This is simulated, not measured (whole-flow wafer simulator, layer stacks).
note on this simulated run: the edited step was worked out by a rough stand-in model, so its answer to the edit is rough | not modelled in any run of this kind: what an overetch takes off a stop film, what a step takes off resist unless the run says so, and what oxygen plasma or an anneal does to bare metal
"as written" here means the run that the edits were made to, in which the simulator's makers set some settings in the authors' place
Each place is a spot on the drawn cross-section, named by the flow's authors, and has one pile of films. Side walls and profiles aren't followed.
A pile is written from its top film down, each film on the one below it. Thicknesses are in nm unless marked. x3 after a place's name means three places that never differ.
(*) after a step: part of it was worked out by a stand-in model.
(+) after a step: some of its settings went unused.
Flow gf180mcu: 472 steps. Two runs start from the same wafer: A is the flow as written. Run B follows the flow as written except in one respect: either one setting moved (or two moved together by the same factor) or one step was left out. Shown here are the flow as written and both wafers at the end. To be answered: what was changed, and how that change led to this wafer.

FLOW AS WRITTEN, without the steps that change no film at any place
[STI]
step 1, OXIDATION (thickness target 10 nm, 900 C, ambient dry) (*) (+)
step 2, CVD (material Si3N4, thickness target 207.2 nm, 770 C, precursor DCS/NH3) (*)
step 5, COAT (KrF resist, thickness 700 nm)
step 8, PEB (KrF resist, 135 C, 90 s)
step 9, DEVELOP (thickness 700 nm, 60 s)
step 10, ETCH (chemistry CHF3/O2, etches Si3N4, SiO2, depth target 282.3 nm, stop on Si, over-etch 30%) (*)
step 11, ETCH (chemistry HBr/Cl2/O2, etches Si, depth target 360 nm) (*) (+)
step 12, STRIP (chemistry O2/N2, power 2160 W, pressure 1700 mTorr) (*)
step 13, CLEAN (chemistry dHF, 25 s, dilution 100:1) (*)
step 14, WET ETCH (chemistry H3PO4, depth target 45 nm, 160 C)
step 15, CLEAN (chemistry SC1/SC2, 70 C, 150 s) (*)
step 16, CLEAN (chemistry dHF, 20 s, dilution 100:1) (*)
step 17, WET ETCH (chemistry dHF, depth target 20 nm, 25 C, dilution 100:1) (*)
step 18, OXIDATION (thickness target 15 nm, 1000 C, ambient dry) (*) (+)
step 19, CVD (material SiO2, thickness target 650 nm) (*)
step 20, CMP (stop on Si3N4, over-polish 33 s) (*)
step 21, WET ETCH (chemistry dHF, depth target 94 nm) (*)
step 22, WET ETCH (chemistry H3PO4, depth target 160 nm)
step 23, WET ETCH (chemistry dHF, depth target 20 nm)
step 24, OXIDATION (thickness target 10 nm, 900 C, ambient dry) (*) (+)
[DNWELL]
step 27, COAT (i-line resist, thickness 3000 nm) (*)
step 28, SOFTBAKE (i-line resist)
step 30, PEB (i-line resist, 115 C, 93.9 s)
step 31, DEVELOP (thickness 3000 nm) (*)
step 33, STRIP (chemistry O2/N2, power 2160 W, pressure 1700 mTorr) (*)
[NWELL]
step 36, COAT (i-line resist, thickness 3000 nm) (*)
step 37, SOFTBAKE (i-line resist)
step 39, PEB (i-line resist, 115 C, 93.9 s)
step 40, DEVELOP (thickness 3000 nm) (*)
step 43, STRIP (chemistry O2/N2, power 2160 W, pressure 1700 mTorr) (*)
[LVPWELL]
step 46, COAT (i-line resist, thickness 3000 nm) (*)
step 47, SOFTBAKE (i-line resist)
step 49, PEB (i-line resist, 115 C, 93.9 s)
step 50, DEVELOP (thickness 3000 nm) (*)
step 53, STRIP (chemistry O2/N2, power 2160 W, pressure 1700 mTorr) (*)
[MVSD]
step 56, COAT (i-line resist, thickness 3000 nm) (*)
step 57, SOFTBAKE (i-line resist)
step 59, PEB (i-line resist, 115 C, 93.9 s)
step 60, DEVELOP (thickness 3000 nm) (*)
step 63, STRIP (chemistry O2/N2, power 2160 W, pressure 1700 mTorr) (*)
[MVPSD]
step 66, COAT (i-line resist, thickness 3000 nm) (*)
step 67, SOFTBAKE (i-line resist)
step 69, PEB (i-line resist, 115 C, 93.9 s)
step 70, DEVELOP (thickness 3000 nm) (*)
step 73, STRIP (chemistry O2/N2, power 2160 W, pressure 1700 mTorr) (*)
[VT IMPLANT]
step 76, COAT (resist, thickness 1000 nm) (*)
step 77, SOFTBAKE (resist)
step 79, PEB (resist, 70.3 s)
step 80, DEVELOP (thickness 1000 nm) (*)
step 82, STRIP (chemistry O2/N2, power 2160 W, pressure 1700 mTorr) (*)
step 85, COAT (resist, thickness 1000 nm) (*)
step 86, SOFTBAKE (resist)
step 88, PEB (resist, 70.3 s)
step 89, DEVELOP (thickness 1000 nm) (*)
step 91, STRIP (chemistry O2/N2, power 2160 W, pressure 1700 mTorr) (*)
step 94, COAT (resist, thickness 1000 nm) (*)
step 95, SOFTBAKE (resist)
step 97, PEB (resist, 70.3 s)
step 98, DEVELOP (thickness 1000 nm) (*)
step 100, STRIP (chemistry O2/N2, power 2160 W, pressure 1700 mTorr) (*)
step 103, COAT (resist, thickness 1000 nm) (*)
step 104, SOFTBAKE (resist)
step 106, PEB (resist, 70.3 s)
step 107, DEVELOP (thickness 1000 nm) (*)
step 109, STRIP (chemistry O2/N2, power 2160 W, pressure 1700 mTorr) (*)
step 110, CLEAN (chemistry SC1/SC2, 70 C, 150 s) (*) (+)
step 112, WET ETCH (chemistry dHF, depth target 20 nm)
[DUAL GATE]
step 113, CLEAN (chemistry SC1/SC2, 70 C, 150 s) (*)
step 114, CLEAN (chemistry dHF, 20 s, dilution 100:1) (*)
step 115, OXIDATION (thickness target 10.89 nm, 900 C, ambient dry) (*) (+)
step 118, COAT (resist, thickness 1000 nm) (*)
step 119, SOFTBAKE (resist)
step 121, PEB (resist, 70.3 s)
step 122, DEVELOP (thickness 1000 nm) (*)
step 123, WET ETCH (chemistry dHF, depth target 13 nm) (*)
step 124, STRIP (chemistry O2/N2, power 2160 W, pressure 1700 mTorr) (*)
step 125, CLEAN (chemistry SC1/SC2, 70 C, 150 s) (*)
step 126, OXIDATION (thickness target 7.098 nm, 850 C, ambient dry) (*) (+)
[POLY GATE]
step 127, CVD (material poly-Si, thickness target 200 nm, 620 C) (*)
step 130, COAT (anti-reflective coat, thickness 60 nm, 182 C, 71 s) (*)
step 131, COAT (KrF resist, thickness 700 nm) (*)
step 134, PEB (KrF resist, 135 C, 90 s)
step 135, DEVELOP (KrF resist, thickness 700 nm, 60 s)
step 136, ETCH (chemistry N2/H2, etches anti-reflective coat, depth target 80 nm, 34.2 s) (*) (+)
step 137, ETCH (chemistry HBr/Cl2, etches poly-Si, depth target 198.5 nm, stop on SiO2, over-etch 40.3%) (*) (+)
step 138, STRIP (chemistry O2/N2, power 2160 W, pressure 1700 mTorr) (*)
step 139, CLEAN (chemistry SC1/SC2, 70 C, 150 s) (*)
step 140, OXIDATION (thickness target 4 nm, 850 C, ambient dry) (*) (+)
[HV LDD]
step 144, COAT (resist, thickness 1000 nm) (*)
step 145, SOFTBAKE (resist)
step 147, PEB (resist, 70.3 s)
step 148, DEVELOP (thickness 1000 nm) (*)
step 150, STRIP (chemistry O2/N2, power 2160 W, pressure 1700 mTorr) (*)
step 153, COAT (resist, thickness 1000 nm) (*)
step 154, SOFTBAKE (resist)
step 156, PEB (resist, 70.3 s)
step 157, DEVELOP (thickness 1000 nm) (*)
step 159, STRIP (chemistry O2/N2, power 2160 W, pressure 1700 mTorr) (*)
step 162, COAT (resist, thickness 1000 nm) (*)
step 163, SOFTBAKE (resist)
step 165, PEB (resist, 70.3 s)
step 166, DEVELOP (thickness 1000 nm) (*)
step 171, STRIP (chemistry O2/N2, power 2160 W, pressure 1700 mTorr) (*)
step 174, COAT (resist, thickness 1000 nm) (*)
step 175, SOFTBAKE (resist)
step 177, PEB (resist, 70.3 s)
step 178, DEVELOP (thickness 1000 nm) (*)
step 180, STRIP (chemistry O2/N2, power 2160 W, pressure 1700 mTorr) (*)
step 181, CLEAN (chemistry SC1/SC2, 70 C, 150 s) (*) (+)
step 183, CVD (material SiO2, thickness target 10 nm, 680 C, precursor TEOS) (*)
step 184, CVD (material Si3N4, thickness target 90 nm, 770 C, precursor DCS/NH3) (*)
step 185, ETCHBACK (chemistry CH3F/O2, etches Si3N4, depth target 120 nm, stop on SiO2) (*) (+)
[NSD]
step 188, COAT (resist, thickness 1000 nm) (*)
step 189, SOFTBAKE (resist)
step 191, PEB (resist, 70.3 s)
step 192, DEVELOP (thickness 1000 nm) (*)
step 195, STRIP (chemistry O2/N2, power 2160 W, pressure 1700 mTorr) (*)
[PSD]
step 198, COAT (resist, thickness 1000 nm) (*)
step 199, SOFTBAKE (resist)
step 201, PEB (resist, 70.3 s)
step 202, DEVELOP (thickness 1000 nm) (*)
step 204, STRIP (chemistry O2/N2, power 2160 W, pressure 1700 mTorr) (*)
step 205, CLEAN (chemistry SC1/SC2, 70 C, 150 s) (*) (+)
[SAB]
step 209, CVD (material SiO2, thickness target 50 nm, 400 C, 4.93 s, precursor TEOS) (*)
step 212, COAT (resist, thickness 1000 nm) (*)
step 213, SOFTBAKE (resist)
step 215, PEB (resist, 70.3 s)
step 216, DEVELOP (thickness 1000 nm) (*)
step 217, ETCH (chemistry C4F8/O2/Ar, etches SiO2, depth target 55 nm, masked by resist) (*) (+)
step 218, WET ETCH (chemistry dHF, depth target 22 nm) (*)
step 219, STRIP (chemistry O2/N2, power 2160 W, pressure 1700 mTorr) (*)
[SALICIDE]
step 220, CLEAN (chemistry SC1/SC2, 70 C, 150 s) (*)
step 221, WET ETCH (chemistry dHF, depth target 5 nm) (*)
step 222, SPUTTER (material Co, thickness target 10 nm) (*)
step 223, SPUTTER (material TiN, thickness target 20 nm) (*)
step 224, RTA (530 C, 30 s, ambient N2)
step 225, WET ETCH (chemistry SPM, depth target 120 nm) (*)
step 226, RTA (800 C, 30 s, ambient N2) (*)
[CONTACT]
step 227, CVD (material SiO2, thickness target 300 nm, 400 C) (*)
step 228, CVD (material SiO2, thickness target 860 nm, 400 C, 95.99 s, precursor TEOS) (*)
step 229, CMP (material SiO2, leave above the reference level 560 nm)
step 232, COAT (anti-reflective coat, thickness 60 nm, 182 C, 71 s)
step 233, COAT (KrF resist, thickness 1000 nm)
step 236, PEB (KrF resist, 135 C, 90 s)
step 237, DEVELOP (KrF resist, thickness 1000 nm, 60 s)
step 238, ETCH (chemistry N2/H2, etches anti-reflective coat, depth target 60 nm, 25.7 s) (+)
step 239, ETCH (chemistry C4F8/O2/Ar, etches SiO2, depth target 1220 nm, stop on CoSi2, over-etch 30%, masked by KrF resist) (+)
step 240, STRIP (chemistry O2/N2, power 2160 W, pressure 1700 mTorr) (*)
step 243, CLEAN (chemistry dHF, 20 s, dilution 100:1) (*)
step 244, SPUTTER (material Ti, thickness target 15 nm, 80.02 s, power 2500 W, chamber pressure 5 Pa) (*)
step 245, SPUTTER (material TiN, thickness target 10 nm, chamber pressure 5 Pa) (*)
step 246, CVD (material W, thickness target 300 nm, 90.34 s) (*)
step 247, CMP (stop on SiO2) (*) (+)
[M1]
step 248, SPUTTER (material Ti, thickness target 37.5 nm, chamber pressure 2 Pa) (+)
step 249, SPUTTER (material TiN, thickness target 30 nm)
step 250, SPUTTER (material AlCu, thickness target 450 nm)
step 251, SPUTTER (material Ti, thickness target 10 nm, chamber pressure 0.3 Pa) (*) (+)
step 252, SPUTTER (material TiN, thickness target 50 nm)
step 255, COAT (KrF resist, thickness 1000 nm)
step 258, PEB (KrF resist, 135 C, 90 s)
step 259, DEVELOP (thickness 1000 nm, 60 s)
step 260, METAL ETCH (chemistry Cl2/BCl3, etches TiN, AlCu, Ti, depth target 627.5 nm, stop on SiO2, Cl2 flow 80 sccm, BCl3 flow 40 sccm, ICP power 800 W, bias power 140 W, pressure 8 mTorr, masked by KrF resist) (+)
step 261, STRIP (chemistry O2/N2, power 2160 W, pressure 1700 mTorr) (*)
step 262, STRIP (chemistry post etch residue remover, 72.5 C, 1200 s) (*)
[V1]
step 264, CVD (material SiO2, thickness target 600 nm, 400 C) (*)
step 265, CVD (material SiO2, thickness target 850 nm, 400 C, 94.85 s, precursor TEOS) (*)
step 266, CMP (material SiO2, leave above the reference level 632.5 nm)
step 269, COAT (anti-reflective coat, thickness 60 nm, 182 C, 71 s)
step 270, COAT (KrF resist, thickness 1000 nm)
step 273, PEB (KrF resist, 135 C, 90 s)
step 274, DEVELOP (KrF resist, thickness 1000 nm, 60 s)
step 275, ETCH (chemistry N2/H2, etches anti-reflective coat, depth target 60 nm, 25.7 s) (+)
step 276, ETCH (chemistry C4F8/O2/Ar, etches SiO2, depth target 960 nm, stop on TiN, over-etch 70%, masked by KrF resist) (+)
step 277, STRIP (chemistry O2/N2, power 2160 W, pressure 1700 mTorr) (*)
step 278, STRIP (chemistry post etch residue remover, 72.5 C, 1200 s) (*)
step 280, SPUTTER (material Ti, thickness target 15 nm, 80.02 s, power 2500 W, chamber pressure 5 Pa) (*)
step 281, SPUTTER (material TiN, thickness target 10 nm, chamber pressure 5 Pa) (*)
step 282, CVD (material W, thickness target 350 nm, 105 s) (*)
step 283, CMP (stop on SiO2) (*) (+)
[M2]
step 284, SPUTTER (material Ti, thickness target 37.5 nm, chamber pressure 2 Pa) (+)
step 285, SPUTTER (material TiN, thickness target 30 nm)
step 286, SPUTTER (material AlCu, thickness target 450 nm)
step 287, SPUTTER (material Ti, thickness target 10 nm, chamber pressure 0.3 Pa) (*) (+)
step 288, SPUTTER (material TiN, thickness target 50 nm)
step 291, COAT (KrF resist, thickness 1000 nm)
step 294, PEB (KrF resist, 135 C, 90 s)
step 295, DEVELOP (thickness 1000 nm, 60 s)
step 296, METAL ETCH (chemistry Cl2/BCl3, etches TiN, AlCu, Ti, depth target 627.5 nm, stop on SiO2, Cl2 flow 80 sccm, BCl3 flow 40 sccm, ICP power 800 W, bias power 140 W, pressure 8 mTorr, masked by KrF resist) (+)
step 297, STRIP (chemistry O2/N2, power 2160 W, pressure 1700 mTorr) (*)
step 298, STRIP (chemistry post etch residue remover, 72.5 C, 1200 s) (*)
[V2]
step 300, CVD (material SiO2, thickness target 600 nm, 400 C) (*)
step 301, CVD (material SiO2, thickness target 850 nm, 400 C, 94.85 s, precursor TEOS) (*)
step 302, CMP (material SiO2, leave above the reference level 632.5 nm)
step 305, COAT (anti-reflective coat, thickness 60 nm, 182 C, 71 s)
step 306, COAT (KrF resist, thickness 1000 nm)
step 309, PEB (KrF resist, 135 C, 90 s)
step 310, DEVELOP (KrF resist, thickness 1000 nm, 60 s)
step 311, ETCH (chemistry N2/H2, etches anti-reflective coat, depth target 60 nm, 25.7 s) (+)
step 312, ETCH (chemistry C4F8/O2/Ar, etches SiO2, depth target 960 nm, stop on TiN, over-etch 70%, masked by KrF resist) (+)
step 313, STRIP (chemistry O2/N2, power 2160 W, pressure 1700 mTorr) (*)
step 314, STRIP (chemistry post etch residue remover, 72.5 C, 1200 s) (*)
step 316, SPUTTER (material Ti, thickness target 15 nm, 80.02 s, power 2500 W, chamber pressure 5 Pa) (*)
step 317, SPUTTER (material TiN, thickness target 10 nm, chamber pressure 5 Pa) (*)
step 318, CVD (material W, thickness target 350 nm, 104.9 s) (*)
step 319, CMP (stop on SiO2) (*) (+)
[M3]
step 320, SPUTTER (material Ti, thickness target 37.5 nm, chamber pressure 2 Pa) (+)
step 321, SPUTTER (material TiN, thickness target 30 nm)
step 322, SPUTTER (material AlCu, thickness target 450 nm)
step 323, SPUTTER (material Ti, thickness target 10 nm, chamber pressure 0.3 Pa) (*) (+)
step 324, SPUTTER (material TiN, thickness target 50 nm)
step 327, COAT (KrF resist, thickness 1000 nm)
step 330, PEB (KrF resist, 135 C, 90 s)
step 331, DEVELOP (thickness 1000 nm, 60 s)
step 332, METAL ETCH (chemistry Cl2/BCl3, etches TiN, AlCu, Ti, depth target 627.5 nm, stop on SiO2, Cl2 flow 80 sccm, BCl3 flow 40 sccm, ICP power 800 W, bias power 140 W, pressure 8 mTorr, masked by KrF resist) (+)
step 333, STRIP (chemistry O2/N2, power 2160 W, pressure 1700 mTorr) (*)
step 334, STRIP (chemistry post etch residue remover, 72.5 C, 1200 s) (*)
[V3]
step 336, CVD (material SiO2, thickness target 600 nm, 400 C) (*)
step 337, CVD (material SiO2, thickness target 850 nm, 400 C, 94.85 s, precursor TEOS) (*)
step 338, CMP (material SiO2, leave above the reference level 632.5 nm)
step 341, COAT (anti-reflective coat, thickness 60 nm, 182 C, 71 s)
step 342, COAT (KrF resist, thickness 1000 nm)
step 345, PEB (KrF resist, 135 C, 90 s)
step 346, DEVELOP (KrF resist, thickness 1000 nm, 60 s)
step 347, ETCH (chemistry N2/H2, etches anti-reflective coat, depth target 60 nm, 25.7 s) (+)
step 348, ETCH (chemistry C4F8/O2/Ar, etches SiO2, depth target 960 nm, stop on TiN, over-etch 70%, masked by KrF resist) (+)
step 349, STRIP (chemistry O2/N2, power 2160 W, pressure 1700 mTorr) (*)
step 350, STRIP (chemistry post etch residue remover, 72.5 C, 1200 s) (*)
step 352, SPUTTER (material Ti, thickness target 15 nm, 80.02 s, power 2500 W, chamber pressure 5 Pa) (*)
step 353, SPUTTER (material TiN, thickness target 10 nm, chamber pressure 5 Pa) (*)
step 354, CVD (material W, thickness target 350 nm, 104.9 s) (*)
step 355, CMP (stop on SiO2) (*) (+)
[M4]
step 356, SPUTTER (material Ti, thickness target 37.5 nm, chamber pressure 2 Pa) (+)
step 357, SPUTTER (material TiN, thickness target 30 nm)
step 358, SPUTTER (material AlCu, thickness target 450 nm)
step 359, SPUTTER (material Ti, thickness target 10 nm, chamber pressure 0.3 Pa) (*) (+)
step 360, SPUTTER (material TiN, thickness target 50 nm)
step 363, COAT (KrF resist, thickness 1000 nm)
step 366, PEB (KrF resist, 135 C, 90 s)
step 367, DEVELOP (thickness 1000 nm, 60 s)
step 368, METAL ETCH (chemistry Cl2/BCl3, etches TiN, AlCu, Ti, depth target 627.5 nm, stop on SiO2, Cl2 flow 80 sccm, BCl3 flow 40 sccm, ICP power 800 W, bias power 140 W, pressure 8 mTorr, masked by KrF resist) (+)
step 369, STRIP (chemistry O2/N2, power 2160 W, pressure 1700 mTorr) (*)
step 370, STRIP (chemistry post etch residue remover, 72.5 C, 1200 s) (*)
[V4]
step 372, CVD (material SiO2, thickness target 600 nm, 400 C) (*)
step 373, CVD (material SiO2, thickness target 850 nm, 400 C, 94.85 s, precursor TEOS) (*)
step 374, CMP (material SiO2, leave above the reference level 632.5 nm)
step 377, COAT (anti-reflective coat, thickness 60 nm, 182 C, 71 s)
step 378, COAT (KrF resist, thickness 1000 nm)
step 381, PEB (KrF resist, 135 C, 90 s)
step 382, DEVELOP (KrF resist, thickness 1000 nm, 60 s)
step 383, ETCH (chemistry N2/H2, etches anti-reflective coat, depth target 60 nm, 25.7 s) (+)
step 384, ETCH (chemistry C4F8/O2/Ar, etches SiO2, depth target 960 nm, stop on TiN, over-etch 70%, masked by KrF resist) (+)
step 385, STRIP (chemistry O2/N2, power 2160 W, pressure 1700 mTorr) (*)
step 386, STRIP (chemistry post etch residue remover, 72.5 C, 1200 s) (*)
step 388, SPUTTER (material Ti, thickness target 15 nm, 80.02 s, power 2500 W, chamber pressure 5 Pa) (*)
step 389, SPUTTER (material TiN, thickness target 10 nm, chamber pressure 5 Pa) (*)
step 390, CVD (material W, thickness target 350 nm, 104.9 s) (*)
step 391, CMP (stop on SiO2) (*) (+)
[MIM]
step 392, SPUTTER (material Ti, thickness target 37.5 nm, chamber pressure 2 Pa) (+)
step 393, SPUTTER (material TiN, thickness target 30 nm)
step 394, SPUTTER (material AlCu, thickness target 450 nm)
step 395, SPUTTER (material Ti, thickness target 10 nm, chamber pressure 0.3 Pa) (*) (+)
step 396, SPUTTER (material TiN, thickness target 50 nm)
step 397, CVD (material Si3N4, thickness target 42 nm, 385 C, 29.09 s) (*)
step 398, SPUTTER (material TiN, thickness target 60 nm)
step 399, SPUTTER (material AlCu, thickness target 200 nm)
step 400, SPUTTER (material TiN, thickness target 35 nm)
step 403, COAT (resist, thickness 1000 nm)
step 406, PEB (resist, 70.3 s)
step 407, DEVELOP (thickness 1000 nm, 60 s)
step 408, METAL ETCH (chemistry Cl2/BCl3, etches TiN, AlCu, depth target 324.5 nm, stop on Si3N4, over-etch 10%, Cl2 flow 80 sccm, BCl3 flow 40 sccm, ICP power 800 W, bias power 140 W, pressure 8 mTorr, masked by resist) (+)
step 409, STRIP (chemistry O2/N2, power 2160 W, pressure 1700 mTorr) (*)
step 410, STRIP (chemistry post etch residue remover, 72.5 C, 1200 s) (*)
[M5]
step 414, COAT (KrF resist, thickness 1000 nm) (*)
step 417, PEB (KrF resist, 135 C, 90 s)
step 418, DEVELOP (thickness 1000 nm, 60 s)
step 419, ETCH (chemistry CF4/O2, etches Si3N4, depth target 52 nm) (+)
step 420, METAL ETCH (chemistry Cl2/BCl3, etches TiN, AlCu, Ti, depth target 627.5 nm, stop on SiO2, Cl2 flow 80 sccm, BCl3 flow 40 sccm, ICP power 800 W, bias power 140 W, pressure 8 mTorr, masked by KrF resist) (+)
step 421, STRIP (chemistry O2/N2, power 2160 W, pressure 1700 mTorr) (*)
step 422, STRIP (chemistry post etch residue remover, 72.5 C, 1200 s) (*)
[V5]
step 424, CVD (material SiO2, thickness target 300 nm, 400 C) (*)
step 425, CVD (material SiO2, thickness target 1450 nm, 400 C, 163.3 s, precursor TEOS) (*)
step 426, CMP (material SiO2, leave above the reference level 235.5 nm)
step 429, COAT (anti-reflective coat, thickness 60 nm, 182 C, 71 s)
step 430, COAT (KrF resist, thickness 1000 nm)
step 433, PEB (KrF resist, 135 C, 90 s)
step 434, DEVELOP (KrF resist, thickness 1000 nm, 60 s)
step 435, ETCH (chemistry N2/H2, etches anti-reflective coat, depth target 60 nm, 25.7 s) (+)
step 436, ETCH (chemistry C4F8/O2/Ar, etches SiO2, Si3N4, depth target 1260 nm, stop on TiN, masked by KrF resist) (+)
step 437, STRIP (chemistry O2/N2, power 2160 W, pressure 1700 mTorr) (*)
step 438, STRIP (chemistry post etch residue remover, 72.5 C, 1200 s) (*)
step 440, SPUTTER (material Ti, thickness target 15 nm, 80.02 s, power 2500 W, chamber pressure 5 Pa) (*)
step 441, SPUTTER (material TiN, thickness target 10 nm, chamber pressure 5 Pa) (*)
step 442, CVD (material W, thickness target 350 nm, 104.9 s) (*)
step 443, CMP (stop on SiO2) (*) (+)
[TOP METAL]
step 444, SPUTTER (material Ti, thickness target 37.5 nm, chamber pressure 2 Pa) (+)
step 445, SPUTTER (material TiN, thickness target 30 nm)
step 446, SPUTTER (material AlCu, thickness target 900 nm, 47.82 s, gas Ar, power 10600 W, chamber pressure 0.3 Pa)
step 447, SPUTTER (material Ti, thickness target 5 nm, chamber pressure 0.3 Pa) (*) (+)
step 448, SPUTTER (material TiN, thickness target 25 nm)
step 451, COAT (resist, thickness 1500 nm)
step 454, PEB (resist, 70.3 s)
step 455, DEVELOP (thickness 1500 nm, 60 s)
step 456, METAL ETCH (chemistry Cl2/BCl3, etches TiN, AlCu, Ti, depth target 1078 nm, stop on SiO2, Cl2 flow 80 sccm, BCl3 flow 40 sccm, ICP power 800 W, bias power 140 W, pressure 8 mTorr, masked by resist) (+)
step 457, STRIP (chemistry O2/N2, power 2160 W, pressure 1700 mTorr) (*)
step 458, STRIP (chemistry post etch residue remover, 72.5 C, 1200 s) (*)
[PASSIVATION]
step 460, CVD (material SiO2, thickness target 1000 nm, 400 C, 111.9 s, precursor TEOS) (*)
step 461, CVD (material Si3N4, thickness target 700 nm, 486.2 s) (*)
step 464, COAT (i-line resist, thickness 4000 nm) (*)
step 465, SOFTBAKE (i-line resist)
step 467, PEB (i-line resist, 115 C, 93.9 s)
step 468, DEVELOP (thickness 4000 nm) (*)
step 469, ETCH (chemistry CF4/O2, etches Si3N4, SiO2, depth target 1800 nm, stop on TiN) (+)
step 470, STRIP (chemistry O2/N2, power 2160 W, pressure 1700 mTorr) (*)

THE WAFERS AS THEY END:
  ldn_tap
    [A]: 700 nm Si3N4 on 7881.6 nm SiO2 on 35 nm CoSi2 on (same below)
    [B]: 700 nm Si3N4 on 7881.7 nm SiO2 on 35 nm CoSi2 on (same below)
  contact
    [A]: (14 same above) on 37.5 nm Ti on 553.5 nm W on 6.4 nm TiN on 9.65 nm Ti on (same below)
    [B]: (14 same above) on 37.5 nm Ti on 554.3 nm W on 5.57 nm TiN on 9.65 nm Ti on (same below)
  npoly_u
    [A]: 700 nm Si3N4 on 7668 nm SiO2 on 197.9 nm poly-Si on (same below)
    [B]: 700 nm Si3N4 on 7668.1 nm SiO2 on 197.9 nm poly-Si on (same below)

The reason: step 389, SPUTTER: thickness target 8.7 nm was run, though the flow has thickness target 10 nm.

The path from the change to this, step by step:
  step 389, SPUTTER (material TiN, thickness target 10 nm, chamber pressure 5 Pa) (*)
      field, field__w1, field__w2 and 107 more: A +10 TiN (new film) | B +8.7 TiN (new film)
      contact: A +6.4 TiN (new film) | B +5.57 TiN (new film)
  step 391, CMP (stop on SiO2) (*) (+)
      field, field__w1, field__w2 and 107 more: A -350 W (all of it), -10 TiN (all of it), -15 Ti (all of it), -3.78 SiO2 | B -350 W (all of it), -8.7 TiN (all of it), -15 Ti (all of it), -3.77 SiO2
